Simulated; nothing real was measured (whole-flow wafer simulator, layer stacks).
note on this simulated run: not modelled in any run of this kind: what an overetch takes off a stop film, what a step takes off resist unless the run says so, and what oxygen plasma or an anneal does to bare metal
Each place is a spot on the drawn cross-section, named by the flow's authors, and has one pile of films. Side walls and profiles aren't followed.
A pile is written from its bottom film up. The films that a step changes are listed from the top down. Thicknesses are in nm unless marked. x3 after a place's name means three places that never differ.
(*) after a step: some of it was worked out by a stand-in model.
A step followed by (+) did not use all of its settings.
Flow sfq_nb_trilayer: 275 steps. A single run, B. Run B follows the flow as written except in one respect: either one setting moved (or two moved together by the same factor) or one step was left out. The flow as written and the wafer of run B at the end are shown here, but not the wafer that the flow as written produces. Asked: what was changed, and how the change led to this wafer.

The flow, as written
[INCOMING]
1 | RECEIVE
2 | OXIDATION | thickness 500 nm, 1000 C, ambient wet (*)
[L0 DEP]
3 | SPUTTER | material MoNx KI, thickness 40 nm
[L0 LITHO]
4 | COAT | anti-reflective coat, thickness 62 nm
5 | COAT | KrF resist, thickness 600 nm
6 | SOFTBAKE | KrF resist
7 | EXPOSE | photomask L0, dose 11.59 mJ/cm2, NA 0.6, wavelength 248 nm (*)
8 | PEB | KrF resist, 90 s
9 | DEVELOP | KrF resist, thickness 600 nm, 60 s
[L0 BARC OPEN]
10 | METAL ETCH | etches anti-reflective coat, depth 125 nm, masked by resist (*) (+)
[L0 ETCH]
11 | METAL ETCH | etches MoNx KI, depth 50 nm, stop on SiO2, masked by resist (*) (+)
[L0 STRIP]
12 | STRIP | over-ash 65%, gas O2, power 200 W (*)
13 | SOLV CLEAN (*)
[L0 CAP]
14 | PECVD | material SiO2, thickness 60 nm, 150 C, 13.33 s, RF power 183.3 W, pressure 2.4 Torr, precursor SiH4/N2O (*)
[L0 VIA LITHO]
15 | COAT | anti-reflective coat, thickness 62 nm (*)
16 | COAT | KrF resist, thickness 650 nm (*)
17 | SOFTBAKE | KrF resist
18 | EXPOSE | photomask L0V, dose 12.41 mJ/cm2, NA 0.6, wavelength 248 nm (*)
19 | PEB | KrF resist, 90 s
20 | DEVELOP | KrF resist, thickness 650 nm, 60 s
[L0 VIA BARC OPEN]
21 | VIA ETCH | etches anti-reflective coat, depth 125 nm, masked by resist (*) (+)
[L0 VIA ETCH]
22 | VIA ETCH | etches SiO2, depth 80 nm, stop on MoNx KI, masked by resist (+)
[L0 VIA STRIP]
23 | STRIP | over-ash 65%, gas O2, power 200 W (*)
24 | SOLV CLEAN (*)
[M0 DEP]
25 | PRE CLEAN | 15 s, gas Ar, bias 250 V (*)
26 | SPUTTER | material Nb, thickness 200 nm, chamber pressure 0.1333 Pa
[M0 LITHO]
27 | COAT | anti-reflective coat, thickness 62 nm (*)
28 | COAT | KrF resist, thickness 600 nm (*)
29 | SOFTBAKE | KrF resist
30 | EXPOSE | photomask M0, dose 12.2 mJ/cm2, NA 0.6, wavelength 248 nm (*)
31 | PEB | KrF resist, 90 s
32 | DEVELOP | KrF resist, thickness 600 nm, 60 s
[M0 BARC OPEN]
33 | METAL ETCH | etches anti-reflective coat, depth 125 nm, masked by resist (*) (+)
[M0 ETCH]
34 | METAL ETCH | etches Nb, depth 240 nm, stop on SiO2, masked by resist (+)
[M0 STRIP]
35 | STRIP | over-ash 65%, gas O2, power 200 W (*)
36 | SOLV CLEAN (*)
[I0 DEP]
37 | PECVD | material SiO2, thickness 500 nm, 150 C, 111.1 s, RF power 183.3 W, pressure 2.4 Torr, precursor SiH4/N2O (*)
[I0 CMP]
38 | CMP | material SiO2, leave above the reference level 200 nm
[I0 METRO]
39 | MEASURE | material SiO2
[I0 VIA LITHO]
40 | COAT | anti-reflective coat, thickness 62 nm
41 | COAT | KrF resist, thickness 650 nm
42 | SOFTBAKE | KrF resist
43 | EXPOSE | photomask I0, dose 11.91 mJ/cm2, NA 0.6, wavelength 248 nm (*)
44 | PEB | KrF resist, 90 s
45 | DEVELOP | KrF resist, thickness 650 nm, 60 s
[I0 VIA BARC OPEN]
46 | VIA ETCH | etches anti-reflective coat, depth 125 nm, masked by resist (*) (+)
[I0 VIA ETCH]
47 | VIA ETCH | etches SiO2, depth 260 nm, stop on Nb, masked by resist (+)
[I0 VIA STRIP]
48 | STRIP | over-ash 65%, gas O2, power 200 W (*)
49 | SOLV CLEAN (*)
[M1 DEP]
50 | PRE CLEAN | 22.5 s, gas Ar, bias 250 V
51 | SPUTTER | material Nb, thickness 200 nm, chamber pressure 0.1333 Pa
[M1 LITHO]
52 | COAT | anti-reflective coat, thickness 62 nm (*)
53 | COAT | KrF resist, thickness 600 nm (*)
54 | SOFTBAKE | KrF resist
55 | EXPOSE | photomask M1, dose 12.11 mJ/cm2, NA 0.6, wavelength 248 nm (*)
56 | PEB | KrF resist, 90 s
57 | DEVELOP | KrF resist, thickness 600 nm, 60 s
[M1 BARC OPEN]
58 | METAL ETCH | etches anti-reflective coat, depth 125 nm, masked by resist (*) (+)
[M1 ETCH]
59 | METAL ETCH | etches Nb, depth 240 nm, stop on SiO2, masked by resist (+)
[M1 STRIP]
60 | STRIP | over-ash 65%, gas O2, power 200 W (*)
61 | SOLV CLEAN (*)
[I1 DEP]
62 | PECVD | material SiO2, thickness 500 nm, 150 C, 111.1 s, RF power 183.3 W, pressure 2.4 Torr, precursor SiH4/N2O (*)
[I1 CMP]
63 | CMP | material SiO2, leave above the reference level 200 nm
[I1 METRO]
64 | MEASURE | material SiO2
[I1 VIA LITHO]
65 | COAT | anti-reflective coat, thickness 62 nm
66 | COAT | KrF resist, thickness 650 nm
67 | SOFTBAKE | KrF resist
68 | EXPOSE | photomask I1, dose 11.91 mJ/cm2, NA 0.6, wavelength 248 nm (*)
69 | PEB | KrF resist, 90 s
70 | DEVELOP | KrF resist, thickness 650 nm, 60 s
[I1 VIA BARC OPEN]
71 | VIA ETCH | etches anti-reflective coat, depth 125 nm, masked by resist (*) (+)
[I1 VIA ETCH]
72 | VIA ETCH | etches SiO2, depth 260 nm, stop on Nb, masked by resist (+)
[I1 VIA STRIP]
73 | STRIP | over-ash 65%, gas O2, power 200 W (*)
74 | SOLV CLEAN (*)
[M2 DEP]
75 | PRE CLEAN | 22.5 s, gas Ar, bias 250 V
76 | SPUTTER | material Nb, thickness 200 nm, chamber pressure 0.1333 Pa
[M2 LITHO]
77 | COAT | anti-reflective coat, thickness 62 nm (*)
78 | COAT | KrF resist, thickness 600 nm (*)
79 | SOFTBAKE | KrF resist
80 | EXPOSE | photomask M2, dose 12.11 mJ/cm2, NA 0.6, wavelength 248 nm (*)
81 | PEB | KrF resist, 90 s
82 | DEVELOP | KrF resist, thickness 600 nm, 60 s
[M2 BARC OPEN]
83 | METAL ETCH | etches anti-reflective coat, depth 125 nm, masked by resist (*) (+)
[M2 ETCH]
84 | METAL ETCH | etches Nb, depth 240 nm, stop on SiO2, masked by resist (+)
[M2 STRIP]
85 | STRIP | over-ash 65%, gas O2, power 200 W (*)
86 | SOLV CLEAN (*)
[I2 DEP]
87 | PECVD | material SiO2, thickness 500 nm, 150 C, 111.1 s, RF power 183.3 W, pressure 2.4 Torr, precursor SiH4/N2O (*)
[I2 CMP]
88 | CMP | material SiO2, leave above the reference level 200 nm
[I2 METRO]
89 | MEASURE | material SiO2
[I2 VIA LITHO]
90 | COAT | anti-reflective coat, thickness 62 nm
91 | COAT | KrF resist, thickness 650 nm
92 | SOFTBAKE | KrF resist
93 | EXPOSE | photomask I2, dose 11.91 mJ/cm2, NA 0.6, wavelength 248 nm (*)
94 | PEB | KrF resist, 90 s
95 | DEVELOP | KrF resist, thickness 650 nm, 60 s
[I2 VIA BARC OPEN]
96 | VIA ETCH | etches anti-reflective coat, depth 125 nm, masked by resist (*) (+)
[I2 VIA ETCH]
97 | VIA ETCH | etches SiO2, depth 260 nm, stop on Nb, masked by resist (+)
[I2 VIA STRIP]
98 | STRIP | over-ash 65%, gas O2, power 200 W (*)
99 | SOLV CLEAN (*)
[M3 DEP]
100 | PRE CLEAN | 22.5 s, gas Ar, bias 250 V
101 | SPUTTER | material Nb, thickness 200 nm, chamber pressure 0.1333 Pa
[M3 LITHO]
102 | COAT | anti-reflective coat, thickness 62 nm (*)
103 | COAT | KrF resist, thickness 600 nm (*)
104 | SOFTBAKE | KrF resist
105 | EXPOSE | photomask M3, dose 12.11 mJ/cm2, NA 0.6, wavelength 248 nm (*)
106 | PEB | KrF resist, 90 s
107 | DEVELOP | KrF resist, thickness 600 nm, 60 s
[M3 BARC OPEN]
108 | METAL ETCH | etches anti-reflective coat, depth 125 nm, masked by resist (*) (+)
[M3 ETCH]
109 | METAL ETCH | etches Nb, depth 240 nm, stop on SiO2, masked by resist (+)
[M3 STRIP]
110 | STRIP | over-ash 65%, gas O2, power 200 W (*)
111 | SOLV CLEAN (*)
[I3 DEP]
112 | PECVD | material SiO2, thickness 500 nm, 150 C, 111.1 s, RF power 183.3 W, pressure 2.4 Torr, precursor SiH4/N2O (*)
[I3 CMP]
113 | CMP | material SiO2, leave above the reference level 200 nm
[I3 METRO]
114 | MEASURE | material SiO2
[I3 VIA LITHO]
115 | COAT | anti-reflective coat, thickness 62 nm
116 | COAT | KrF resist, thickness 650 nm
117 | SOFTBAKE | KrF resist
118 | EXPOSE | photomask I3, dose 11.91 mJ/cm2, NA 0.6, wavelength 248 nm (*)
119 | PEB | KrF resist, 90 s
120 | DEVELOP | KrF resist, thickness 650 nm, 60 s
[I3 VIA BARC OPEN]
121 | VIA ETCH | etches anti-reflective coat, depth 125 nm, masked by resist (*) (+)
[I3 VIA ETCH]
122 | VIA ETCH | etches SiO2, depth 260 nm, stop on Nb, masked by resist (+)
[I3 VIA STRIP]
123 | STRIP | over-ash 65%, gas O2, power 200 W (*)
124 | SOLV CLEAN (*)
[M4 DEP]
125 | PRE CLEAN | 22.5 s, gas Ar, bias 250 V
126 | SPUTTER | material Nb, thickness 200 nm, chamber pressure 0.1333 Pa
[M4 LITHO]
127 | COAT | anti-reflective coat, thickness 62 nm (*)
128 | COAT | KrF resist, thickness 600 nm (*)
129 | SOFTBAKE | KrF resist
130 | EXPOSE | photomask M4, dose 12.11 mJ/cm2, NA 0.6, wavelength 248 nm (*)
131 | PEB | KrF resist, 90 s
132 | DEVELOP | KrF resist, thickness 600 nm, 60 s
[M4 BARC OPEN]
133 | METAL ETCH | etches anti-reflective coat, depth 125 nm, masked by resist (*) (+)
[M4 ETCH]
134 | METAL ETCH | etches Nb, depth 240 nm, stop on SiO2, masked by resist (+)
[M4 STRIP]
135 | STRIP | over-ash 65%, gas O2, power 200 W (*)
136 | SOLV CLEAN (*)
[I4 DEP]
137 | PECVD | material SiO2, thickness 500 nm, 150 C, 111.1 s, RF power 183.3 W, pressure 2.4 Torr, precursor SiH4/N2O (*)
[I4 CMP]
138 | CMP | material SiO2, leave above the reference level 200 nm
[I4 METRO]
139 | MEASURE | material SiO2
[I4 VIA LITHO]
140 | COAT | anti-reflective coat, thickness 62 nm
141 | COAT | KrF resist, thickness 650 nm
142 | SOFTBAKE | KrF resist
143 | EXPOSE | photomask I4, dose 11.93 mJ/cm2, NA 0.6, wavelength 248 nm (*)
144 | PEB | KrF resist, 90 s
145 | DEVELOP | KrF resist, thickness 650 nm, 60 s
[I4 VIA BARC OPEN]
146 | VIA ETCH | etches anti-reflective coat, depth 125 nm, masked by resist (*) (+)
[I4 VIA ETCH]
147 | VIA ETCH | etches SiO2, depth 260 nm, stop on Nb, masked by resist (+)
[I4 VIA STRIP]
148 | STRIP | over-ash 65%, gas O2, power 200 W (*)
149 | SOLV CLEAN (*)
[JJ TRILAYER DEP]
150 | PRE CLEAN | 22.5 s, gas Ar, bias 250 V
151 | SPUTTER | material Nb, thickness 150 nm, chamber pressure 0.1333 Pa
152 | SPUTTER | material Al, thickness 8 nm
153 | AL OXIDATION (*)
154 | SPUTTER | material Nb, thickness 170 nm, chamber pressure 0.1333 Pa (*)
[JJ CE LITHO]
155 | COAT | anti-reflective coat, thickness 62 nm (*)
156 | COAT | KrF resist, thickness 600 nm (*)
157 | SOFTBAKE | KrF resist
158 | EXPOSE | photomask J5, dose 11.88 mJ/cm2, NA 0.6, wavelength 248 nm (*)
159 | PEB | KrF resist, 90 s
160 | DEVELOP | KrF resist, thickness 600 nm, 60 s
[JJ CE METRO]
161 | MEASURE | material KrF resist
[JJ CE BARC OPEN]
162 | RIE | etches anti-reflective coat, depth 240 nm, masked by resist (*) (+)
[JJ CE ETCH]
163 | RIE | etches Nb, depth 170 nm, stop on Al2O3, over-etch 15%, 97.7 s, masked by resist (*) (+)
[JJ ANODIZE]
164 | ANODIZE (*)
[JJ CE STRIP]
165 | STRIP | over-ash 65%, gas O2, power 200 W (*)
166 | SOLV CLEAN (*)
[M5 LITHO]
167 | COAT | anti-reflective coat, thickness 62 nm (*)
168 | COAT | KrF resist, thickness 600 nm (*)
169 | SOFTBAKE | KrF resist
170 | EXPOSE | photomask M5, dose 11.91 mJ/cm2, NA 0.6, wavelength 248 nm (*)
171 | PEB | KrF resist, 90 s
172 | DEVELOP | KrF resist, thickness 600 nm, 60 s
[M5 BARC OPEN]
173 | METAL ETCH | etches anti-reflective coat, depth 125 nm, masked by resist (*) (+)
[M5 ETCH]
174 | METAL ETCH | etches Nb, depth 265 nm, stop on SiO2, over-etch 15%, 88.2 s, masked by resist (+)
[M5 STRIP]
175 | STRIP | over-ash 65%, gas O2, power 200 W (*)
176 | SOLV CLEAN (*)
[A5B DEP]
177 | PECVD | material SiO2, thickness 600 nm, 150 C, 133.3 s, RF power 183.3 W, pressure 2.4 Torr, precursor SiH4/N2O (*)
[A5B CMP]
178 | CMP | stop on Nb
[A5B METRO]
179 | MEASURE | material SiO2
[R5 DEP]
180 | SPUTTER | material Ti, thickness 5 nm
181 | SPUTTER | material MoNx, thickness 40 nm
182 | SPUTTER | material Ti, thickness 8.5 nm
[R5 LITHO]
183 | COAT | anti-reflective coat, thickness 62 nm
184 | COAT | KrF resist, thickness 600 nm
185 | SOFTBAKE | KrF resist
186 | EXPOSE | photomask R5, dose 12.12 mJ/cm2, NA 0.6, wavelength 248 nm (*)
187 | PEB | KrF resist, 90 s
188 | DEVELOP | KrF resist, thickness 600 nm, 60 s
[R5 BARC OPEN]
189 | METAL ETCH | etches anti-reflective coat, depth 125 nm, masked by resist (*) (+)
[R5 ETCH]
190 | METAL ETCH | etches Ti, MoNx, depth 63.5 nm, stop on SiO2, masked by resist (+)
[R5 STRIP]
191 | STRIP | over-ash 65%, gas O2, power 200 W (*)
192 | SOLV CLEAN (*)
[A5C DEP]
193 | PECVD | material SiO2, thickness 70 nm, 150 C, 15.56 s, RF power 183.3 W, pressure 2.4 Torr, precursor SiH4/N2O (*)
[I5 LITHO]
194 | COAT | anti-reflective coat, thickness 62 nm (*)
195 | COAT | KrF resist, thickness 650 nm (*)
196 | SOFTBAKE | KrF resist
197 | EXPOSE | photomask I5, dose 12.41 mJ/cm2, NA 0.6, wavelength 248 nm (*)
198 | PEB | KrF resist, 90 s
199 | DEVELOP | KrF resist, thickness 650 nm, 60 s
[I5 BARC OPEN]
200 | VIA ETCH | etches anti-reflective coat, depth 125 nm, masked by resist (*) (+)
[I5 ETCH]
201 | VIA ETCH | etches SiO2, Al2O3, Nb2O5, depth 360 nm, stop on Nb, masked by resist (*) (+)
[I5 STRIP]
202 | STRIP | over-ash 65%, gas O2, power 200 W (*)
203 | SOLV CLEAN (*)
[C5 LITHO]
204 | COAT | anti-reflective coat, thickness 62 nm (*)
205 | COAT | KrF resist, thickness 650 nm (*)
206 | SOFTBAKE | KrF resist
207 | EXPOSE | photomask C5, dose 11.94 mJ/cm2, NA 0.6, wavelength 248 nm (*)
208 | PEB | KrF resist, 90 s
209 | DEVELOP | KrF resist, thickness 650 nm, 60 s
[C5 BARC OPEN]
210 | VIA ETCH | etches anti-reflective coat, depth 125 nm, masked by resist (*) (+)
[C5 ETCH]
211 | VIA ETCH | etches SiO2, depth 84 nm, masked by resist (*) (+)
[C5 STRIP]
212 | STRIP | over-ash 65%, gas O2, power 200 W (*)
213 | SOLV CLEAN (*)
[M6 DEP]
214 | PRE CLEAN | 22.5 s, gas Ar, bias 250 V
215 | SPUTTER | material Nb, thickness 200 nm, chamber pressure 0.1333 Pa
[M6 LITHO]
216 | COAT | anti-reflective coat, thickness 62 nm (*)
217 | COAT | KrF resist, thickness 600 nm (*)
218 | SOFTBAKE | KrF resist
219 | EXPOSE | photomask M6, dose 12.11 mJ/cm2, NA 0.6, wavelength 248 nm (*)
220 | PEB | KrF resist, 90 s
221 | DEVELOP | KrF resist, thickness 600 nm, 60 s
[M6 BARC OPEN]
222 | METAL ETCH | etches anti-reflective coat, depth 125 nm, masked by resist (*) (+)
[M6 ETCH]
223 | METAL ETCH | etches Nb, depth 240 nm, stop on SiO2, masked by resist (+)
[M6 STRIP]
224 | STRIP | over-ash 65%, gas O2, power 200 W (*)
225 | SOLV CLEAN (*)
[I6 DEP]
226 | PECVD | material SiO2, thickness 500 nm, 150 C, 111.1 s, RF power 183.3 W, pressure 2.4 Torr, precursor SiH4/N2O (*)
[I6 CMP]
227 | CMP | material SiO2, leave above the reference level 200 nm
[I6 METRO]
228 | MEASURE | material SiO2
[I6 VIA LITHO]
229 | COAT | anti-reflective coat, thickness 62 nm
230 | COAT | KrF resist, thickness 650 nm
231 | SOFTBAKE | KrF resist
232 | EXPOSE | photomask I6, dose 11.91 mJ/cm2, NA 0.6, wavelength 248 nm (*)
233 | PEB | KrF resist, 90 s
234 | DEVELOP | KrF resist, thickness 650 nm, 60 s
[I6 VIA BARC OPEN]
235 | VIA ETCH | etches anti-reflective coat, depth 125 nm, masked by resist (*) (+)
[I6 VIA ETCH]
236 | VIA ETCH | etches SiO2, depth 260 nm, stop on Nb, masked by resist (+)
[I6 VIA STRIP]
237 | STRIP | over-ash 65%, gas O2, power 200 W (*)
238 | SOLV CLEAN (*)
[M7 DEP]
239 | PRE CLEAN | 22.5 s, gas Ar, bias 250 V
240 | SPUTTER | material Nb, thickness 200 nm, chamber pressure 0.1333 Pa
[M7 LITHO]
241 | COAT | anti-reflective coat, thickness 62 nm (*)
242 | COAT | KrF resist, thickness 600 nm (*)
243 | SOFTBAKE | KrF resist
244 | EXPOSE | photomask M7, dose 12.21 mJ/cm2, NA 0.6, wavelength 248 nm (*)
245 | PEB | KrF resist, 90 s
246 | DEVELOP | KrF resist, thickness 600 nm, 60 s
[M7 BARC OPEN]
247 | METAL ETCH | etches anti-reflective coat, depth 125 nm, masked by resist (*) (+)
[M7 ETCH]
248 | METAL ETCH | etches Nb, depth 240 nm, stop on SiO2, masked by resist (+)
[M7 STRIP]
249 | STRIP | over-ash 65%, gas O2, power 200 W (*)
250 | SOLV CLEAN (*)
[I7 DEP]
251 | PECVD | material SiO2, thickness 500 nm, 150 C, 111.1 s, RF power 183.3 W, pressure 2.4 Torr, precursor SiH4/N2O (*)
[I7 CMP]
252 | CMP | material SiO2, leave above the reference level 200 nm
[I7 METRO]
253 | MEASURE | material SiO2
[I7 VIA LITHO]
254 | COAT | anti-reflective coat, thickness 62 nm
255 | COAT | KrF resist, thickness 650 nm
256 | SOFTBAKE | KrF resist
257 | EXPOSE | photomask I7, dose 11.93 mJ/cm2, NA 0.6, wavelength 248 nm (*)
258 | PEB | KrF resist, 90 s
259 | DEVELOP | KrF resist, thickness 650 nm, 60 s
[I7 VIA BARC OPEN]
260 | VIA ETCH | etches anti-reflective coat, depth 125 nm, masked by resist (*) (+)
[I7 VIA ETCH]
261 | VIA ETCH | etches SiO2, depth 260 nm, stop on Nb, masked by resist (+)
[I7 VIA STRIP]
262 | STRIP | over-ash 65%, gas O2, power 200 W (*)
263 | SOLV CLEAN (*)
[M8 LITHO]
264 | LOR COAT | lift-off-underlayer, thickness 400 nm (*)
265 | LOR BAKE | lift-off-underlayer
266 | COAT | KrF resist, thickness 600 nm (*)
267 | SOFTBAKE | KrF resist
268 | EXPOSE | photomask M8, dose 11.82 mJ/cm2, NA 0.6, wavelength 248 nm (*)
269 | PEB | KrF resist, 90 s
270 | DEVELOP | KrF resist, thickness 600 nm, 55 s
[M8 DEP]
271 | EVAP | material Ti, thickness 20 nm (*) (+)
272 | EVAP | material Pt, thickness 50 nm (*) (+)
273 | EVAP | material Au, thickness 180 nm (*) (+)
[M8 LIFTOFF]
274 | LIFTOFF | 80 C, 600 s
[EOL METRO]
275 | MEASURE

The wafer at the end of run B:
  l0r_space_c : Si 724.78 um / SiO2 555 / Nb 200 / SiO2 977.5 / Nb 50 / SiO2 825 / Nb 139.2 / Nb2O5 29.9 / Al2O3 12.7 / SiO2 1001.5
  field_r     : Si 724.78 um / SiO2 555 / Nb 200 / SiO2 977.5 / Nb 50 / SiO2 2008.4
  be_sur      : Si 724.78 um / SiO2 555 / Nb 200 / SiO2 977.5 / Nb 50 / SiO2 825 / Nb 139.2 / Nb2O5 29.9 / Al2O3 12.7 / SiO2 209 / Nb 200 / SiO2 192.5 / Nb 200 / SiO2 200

The reason: step 101, SPUTTER: thickness 290 nm was run, whereas the flow has thickness 200 nm.

Step by step, how the change led to this:
  101 | SPUTTER | material Nb, thickness 200 nm, chamber pressure 0.1333 Pa
      field_l, v_sur, via_wl and 102 more: +290 Nb (new film) (in the flow as written it would be: +200 Nb (new film))
      via_w: +241.3 Nb (in the flow as written it would be: +165.5 Nb)
  102 | COAT | anti-reflective coat, thickness 62 nm (*)
      via_wl, via_wr: +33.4 anti-reflective coat (new film) (in the flow as written it would be: +34.2 anti-reflective coat (new film))
  109 | METAL ETCH | etches Nb, depth 240 nm, stop on SiO2, masked by resist (+)
      field_l, be, be_sur and 72 more: -240 Nb (in the flow as written it would be: -200 Nb (all of it))
  110 | STRIP | over-ash 65%, gas O2, power 200 W (*)
      via_wl, via_wr: -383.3 KrF resist (all of it), -33.4 anti-reflective coat (all of it) (in the flow as written it would be: -384.2 KrF resist (all of it), -34.2 anti-reflective coat (all of it))
  112 | PECVD | material SiO2, thickness 500 nm, 150 C, 111.1 s, RF power 183.3 W, pressure 2.4 Torr, precursor SiH4/N2O (*)
      field_l, be, be_sur and 64 more: +500 SiO2 (new film) (in the flow as written it would be: +500 SiO2)
      p4_g1, p4_g2, p3_s0, p3_s1, p3_s2, p3_s3, p3_s4, p3_s5: +597.1 SiO2 (new film) (in the flow as written it would be: +557.1 SiO2)
  113 | CMP | material SiO2, leave above the reference level 200 nm
      field_l, be, be_sur and 64 more: -60 SiO2 (in the flow as written it would be: -100 SiO2)
      via_w: -157.1 SiO2 (in the flow as written it would be: -181.6 SiO2)
If metal films that touch count as one body, l0r_space_c has 3 bodies (between them, from the top down: SiO2 825; SiO2 977.5); the flow as written gives 2 bodies (between them, from the top down: SiO2 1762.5).
If metal films that touch count as one body, field_r has 2 bodies (between them, from the top down: SiO2 977.5); the flow as written gives 1 body.
If metal films that touch count as one body, be_sur has 5 bodies (between them, from the top down: SiO2 192.5; SiO2 209 / Al2O3 12.7 / Nb2O5 29.9; SiO2 825; SiO2 977.5); the flow as written gives 4 bodies (between them, from the top down: SiO2 192.5; SiO2 209 / Al2O3 12.7 / Nb2O5 29.9; SiO2 1762.5).
